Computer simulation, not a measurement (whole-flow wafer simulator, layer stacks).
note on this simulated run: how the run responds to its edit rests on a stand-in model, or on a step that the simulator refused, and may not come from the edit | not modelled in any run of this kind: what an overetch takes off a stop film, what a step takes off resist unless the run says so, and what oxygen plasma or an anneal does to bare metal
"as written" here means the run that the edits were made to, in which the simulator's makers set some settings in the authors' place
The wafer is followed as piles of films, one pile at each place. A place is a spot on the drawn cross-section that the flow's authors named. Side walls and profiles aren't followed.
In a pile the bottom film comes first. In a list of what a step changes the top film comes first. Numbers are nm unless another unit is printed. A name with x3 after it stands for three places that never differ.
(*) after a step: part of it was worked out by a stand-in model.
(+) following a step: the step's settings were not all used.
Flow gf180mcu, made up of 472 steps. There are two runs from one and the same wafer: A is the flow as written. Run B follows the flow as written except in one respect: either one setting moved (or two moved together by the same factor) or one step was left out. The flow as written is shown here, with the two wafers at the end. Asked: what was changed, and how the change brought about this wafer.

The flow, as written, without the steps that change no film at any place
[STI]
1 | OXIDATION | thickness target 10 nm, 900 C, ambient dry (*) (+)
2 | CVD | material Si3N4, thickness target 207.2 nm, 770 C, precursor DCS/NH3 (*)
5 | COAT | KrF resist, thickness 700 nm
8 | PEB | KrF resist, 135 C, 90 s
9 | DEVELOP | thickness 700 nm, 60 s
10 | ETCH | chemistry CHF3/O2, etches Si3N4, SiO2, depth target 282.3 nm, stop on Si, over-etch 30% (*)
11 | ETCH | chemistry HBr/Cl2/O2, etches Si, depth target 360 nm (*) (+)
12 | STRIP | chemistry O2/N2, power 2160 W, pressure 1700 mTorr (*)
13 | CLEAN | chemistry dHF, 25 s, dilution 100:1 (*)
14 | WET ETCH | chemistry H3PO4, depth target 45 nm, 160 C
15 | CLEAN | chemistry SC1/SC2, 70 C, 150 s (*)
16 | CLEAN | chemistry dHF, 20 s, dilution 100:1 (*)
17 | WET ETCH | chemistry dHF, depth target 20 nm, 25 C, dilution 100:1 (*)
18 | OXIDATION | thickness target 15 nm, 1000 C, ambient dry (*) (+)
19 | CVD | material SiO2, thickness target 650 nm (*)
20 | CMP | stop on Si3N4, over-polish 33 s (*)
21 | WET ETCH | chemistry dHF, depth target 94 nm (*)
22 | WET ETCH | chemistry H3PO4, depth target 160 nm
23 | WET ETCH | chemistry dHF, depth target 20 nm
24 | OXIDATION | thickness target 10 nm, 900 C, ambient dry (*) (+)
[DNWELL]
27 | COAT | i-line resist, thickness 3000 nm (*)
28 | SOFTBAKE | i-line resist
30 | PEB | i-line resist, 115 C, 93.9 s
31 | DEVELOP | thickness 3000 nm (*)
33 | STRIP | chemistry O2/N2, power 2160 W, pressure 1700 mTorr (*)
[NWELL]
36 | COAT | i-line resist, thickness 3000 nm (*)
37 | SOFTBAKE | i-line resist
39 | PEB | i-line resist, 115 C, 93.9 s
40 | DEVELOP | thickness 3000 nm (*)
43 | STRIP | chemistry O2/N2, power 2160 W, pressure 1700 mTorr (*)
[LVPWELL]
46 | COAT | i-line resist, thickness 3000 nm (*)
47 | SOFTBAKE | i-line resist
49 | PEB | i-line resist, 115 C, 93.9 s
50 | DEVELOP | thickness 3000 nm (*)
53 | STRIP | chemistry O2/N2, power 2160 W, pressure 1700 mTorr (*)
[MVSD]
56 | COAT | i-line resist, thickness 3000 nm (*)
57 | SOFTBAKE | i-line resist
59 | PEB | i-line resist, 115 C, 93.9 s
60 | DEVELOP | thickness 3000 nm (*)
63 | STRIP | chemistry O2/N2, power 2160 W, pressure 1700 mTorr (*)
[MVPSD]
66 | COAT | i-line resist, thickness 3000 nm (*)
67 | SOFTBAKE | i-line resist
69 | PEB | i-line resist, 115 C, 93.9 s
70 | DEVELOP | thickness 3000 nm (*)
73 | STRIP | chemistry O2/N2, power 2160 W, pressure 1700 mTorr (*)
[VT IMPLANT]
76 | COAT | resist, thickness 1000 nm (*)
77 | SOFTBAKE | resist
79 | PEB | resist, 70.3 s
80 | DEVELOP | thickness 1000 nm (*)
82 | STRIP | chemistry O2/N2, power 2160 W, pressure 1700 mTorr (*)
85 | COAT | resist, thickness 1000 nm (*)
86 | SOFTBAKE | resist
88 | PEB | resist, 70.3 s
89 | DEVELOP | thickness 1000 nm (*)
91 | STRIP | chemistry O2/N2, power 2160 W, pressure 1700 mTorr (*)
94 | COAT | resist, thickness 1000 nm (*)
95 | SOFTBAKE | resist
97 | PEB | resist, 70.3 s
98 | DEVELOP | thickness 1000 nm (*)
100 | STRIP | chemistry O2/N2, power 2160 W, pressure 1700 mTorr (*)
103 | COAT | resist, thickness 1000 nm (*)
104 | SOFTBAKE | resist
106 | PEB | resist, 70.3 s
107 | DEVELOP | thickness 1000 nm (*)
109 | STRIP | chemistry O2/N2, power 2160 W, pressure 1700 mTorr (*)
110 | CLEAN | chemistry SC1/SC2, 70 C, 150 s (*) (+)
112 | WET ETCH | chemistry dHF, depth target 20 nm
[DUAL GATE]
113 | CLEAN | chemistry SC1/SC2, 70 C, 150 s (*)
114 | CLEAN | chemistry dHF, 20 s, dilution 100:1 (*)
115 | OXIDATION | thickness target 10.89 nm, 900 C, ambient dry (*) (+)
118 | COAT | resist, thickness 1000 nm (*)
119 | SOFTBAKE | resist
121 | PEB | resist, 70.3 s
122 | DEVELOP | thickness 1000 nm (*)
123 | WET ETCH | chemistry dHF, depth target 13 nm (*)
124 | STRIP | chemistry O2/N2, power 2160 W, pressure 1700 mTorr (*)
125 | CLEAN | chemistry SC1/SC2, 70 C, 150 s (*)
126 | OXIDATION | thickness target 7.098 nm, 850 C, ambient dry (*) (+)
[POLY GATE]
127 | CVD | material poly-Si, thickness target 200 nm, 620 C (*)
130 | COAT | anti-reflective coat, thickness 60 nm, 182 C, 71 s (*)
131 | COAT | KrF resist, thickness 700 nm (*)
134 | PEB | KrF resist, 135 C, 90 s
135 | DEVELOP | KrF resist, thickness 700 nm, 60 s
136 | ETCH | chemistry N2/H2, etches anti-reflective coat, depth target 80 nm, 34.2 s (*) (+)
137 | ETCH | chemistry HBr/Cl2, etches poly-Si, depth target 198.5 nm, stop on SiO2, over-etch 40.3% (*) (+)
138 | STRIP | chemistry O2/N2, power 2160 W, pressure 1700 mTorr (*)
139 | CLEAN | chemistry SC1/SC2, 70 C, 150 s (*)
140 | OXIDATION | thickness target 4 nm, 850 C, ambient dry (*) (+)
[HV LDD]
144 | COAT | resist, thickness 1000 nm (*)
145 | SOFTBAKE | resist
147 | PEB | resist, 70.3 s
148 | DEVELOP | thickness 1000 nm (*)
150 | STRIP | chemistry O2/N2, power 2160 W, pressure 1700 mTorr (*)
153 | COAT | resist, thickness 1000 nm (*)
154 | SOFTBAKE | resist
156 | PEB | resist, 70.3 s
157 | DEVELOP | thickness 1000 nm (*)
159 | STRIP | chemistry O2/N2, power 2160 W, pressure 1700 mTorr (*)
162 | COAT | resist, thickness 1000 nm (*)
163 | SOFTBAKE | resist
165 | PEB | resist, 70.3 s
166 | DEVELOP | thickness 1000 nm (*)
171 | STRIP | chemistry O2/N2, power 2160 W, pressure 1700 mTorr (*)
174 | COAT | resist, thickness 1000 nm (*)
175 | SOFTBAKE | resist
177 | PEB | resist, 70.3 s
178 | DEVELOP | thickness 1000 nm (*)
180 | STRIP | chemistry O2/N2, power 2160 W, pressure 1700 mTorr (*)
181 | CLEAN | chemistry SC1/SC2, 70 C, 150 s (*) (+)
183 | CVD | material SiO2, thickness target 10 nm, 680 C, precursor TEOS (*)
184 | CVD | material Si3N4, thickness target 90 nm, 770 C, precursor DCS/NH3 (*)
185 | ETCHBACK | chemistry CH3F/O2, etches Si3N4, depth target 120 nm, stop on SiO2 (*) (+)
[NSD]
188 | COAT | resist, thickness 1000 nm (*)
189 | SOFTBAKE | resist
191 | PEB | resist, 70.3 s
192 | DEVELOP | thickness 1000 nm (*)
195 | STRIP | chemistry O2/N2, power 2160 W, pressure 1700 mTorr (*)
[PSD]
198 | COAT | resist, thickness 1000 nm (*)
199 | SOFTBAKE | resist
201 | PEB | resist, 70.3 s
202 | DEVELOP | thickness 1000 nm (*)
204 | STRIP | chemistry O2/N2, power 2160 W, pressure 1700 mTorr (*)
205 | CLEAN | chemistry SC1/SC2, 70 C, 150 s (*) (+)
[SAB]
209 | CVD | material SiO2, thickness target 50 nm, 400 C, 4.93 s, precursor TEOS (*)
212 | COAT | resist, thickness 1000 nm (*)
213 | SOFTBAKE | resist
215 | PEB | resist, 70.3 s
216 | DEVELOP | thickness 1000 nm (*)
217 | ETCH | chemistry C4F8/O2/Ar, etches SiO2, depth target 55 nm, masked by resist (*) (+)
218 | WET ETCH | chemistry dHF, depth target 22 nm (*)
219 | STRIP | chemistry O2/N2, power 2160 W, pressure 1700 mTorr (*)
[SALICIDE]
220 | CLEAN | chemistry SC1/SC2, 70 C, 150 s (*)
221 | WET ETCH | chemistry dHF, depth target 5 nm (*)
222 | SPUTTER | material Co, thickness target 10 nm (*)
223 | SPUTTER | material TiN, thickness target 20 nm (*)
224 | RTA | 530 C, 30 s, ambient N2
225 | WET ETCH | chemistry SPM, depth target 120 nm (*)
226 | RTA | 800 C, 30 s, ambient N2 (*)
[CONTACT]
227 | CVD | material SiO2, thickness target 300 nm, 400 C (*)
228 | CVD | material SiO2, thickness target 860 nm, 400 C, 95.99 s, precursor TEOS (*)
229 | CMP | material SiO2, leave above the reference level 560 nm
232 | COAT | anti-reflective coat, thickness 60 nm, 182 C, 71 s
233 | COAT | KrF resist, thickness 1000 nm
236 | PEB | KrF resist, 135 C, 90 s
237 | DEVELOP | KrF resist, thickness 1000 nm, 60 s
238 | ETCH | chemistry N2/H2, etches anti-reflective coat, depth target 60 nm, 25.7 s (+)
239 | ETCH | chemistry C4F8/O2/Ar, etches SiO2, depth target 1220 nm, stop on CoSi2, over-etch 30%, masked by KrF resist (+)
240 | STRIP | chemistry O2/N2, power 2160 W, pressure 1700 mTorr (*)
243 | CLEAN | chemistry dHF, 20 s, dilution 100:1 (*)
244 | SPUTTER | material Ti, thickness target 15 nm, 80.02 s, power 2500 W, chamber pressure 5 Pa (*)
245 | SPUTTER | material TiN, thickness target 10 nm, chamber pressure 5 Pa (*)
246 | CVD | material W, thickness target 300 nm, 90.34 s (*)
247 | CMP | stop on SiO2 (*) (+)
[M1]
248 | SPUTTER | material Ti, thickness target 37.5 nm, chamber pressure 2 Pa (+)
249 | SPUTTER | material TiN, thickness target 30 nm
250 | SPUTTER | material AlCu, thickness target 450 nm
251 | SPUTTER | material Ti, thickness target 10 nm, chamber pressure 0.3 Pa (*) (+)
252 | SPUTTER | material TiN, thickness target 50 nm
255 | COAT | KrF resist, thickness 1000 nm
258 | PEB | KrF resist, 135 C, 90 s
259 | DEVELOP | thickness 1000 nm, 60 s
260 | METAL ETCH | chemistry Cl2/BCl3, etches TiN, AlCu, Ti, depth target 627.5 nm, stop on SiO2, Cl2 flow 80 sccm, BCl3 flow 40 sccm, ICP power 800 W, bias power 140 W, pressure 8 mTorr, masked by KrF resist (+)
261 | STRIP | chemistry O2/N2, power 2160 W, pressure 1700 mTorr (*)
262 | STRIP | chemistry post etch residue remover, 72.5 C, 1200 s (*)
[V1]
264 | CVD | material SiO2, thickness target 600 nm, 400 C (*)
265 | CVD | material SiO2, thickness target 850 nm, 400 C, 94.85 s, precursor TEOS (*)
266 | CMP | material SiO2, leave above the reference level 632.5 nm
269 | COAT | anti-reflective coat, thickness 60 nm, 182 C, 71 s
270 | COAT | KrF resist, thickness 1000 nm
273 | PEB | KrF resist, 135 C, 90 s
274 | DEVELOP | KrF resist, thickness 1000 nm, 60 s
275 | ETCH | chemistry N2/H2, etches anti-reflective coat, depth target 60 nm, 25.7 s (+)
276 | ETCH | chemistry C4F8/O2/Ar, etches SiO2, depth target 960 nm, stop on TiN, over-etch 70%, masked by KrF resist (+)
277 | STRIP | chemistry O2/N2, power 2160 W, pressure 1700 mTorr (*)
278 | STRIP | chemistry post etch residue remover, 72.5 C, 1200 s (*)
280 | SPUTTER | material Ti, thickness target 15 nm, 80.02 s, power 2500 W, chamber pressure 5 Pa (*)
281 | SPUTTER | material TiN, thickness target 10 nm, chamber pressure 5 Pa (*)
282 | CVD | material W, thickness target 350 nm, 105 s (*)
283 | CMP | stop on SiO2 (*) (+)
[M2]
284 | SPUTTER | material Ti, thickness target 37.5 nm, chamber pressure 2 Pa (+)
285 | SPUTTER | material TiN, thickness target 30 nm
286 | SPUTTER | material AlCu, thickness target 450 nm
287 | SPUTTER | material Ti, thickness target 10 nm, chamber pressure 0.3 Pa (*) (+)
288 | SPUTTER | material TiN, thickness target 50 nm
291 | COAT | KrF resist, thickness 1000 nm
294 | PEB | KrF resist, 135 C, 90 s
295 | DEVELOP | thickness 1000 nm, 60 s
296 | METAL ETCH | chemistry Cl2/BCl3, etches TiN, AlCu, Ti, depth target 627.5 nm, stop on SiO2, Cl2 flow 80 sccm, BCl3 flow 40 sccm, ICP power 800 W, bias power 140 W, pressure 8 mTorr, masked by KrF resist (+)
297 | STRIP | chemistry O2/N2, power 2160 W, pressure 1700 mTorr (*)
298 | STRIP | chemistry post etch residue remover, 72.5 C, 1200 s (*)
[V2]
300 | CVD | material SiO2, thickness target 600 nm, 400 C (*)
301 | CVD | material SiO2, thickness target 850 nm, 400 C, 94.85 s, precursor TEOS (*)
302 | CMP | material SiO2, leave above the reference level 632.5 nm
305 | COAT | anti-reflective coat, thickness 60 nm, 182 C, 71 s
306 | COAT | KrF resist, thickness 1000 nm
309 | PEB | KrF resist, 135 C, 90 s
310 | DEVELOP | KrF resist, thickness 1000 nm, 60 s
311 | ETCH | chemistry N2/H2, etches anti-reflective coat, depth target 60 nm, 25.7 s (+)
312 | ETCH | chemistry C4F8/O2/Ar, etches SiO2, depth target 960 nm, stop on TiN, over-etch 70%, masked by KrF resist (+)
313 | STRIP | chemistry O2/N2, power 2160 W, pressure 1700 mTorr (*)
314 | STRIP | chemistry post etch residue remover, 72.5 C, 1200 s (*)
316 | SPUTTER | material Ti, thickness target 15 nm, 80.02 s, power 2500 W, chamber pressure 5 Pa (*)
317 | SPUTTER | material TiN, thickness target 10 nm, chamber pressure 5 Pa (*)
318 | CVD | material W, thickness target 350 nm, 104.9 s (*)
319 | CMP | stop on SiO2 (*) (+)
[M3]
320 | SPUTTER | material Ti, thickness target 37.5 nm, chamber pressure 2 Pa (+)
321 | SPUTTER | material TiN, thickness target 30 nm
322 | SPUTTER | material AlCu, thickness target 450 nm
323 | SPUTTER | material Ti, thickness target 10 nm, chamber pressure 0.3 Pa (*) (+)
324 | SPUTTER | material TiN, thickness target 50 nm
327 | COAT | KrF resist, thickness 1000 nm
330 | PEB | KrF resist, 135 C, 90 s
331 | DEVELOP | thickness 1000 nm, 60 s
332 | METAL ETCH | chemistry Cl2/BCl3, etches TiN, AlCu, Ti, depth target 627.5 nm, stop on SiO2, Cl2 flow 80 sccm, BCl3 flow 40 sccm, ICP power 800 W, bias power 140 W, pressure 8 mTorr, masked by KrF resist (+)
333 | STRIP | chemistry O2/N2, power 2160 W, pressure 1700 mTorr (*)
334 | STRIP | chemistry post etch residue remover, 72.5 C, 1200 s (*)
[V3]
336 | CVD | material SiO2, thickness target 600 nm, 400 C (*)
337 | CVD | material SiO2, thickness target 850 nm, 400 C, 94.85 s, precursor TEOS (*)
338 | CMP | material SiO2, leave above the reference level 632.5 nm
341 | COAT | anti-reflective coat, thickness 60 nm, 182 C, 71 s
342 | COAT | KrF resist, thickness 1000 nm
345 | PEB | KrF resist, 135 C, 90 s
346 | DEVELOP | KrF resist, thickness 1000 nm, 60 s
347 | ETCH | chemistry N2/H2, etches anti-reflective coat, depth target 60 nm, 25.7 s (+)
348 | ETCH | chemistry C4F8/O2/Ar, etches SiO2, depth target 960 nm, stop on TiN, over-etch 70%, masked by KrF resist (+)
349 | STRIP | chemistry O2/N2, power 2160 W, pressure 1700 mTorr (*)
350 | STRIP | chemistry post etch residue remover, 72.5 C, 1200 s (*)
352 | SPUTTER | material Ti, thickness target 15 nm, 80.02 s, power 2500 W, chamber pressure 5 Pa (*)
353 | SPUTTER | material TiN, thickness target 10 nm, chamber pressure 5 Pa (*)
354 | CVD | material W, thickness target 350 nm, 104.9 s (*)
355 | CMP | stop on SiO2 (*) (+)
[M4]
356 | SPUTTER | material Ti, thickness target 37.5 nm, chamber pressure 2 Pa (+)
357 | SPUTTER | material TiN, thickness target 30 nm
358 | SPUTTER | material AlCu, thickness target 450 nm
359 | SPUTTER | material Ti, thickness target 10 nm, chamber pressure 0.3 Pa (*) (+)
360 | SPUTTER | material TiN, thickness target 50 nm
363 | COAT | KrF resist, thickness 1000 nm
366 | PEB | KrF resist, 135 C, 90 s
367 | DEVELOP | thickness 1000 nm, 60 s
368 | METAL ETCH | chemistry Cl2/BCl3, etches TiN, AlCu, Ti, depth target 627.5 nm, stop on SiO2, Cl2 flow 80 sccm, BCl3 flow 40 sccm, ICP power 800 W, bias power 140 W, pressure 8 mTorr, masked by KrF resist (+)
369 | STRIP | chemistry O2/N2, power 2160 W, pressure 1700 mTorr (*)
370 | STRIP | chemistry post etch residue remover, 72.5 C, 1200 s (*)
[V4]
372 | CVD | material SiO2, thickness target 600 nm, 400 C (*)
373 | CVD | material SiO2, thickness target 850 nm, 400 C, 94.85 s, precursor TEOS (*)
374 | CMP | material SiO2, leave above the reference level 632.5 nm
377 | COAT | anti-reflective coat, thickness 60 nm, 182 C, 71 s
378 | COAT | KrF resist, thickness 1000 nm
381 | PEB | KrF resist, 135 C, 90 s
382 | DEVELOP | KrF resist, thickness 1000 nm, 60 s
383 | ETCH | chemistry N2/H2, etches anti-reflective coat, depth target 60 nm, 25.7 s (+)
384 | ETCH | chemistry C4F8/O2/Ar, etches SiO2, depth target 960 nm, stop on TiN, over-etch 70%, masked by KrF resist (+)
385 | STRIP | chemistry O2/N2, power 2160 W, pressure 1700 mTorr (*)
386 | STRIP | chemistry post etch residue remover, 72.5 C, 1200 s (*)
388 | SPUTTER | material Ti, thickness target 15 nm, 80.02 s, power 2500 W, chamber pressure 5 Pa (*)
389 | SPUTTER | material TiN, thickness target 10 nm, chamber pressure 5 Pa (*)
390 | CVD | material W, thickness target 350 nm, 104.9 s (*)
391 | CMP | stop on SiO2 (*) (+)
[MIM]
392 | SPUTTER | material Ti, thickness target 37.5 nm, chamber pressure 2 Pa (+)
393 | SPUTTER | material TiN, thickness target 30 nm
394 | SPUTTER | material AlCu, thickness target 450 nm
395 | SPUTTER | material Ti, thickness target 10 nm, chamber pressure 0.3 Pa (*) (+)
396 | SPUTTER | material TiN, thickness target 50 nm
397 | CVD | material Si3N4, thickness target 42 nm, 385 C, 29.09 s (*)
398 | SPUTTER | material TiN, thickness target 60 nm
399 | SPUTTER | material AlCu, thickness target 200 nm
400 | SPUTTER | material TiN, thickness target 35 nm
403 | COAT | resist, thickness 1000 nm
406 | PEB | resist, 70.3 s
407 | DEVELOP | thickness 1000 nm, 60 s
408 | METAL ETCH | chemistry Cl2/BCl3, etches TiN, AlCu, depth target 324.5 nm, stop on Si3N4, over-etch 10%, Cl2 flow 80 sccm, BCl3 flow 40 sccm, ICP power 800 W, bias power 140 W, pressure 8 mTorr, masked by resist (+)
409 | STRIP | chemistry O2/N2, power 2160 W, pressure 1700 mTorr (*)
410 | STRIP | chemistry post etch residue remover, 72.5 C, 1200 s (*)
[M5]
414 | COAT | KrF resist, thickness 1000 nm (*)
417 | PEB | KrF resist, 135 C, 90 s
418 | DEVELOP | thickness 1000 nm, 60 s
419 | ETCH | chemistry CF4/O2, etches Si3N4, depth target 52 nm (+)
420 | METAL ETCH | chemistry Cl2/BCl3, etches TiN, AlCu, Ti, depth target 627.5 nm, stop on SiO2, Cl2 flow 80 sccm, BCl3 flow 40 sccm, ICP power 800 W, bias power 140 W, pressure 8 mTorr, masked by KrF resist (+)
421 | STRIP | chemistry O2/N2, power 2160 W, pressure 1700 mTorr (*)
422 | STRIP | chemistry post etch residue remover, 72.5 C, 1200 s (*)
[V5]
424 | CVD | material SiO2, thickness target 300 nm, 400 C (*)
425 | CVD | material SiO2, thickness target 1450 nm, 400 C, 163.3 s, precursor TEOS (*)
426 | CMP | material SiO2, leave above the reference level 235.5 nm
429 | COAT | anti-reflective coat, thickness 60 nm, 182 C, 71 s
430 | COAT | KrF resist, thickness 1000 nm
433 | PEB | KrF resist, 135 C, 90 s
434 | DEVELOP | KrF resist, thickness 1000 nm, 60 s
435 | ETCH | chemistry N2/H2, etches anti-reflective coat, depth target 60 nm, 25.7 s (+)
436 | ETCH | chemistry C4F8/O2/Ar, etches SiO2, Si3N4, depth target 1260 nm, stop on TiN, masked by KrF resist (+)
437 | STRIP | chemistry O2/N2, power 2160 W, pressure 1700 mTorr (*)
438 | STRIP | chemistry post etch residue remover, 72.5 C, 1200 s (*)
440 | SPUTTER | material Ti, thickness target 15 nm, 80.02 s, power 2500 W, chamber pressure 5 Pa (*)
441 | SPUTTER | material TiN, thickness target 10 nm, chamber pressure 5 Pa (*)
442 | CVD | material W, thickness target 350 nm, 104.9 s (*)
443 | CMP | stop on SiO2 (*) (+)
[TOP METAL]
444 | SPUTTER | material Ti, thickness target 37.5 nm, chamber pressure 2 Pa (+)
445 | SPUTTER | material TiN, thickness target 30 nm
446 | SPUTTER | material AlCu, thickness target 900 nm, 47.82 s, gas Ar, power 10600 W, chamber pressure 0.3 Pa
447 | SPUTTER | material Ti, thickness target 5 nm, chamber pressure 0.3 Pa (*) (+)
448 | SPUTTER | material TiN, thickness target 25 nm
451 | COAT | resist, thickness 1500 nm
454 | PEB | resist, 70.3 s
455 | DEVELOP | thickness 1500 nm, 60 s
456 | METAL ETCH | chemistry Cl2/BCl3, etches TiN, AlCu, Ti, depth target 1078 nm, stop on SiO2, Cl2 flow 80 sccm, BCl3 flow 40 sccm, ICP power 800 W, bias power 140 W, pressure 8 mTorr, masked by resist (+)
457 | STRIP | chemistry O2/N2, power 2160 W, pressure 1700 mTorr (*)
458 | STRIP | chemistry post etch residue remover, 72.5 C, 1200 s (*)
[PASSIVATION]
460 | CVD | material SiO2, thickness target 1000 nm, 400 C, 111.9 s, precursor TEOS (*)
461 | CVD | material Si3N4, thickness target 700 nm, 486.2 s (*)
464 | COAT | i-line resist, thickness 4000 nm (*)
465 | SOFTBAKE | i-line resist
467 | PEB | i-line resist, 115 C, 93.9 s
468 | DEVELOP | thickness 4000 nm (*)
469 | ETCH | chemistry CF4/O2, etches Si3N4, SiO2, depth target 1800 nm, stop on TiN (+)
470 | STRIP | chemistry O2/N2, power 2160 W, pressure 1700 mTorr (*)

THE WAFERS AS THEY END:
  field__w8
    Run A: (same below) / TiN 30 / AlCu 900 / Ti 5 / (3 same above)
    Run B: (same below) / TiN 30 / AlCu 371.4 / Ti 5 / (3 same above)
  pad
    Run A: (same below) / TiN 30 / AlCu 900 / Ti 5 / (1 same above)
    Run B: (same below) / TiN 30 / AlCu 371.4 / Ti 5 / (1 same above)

Cause: step 446, SPUTTER: 20.32 s was run, though the flow has 47.82 s.

How this came from the change, step by step:
  446 | SPUTTER | material AlCu, thickness target 900 nm, 47.82 s, gas Ar, power 10600 W, chamber pressure 0.3 Pa
      field, field__w1, field__w2 and 109 more: A AlCu gains 900 (new film) | B AlCu gains 371.4 (new film)
  456 | METAL ETCH | chemistry Cl2/BCl3, etches TiN, AlCu, Ti, depth target 1078 nm, stop on SiO2, Cl2 flow 80 sccm, BCl3 flow 40 sccm, ICP power 800 W, bias power 140 W, pressure 8 mTorr, masked by resist (+)
      field, field__w1, field__w2 and 103 more: A TiN loses 25 (all of it), Ti loses 5 (all of it), AlCu loses 900 (all of it), TiN loses 30 (all of it), Ti loses 37.5 (all of it) | B TiN loses 25 (all of it), Ti loses 5 (all of it), AlCu loses 371.4 (all of it), TiN loses 30 (all of it), Ti loses 37.5 (all of it)
      field__w8, contact, m1, m1__w1, pad, m1_nw: A resist loses 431 | B resist loses 281.3
  457 | STRIP | chemistry O2/N2, power 2160 W, pressure 1700 mTorr (*)
      field__w8, contact, m1, m1__w1, pad, m1_nw: A resist loses 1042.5 (all of it) | B resist loses 1192.1 (all of it)
  464 | COAT | i-line resist, thickness 4000 nm (*)
      field: A i-line resist gains 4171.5 (new film) | B i-line resist gains 4065.9 (new film)
      field__w8: A i-line resist gains 3093.1 (new film) | B i-line resist gains 3567.3 (new film)
      (and at 11 other places as well)
  465 | SOFTBAKE | i-line resist
      gate: A i-line resist gains 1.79 | B i-line resist loses 1.23
      field__w11, field__w13: A i-line resist gains 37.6 | B i-line resist gains 13.6
      (and at 66 other places as well)
  467 | PEB | i-line resist, 115 C, 93.9 s
      field__w8, m1__w1: A i-line resist loses 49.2 | B i-line resist loses 58.9
      contact, m1: A i-line resist loses 49.6 | B i-line resist loses 59.1
      (and at 2 other places as well)
  468 | DEVELOP | thickness 4000 nm (*)
      pad: A i-line resist loses 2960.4 (all of it) | B i-line resist loses 3475.4 (all of it)
  470 | STRIP | chemistry O2/N2, power 2160 W, pressure 1700 mTorr (*)
      field__w8, m1__w1: A i-line resist loses 1775.9 (all of it) | B i-line resist loses 2282.7 (all of it)
      contact: A i-line resist loses 1798.3 (all of it) | B i-line resist loses 2289.9 (all of it)
      (and at 2 other places as well)
